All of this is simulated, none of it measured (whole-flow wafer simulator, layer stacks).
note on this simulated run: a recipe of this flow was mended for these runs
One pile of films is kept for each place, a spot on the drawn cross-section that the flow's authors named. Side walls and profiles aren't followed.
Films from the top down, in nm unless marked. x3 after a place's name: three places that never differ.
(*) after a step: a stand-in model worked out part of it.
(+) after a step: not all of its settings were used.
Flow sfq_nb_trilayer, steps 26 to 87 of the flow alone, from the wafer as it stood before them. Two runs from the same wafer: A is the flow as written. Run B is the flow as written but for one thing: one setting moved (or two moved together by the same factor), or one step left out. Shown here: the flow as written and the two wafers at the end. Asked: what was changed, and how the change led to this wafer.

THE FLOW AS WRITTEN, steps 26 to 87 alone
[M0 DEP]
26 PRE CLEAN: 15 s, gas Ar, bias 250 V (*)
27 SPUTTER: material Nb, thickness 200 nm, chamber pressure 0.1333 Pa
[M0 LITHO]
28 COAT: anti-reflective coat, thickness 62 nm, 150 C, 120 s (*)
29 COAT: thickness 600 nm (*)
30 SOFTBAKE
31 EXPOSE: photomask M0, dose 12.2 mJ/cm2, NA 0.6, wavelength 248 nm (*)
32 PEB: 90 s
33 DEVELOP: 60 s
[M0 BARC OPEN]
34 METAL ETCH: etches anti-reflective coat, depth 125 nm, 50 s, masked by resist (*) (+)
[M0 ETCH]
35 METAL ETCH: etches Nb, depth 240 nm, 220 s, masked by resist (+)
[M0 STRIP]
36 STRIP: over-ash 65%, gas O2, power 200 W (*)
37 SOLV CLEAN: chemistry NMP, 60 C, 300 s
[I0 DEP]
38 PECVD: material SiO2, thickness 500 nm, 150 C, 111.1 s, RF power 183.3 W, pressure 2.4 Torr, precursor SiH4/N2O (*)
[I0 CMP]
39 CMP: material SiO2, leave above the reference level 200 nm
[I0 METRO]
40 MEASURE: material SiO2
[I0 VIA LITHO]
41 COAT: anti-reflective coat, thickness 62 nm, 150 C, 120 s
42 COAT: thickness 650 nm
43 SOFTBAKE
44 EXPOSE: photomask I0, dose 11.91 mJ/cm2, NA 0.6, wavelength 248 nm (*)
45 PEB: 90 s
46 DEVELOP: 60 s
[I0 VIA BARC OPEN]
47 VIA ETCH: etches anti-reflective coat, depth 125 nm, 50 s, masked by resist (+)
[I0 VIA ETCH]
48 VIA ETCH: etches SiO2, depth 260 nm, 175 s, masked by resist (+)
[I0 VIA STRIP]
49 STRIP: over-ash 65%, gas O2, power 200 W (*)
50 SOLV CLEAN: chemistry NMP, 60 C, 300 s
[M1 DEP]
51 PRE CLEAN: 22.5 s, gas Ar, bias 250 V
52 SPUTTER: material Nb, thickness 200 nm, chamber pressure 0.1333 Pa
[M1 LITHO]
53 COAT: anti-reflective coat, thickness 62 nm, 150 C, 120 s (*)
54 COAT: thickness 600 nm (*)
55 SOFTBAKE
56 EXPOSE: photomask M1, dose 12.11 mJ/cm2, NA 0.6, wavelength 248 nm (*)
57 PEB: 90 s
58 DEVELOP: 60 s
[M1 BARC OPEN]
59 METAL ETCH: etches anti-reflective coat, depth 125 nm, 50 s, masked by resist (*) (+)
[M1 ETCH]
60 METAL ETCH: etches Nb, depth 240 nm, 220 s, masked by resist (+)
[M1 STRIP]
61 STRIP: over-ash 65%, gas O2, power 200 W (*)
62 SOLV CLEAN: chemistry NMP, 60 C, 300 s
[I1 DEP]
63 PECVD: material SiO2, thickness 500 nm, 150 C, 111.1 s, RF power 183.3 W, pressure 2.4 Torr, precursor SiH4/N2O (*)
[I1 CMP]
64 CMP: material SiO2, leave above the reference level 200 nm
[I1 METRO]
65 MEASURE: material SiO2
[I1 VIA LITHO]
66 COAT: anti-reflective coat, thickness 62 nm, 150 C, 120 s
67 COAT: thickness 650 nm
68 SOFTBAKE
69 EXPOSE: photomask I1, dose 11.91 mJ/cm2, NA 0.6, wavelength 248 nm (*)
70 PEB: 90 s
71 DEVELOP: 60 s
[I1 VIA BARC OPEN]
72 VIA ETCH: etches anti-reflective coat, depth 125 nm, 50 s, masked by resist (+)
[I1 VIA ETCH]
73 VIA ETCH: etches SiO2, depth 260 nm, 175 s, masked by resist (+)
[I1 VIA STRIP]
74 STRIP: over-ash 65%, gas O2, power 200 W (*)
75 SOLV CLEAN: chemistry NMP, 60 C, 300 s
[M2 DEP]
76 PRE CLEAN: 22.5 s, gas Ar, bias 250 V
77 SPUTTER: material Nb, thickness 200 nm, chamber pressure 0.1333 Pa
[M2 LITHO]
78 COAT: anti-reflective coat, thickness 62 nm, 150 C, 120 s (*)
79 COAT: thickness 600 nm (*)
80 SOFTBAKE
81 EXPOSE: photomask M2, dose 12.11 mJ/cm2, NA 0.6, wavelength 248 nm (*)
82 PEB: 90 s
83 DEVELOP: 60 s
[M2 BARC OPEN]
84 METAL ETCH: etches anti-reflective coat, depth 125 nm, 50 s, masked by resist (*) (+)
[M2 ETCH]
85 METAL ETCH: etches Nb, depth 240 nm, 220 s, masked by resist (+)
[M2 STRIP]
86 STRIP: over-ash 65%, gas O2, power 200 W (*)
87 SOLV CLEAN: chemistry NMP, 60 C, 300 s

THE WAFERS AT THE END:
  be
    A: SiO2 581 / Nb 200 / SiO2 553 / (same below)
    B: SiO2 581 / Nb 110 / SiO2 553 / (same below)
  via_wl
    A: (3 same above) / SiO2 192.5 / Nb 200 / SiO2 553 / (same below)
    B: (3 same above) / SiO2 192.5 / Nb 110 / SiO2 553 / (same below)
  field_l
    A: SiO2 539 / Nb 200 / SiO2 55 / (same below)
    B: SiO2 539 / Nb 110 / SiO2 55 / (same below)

The cause: step 27, SPUTTER: thickness 110 nm was run, where the flow has thickness 200 nm.
It can be read off the wafer: be has Nb 110, and step 27 as written asks for 200 nm.

How the change led to this, step by step:
  27 SPUTTER: material Nb, thickness 200 nm, chamber pressure 0.1333 Pa
      field_l, via_wl, via_w and 100 more: A Nb +200 (new film) | B Nb +110 (new film)
      v_sur: A Nb +200 (new film) | B Nb +106 (new film)
      (and at 2 more places)
  28 COAT: anti-reflective coat, thickness 62 nm, 150 C, 120 s (*)
      v_sur: A anti-reflective coat +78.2 (new film) | B anti-reflective coat +81.3 (new film)
      l0_sur: A anti-reflective coat +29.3 (new film) | B anti-reflective coat +27.9 (new film)
      (and at 1 more place)
  35 METAL ETCH: etches Nb, depth 240 nm, 220 s, masked by resist (+)
      moat, m0r_space_l x2: A Nb -200 (all of it), SiO2 -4 | B Nb -110 (all of it), SiO2 -13
  36 STRIP: over-ash 65%, gas O2, power 200 W (*)
      v_sur: A KrF-resist-other-grade -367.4 (all of it), anti-reflective coat -78.2 (all of it) | B KrF-resist-other-grade -367.7 (all of it), anti-reflective coat -81.3 (all of it)
      l0_sur: A KrF-resist-other-grade -370 (all of it), anti-reflective coat -29.3 (all of it) | B KrF-resist-other-grade -370.5 (all of it), anti-reflective coat -27.9 (all of it)
      (and at 1 more place)
  38 PECVD: material SiO2, thickness 500 nm, 150 C, 111.1 s, RF power 183.3 W, pressure 2.4 Torr, precursor SiH4/N2O (*)
      moat, m0r_space_l x2: A SiO2 +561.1 | B SiO2 +500
  39 CMP: material SiO2, leave above the reference level 200 nm
      moat, m0r_space_l x2: A SiO2 -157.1 | B SiO2 -177
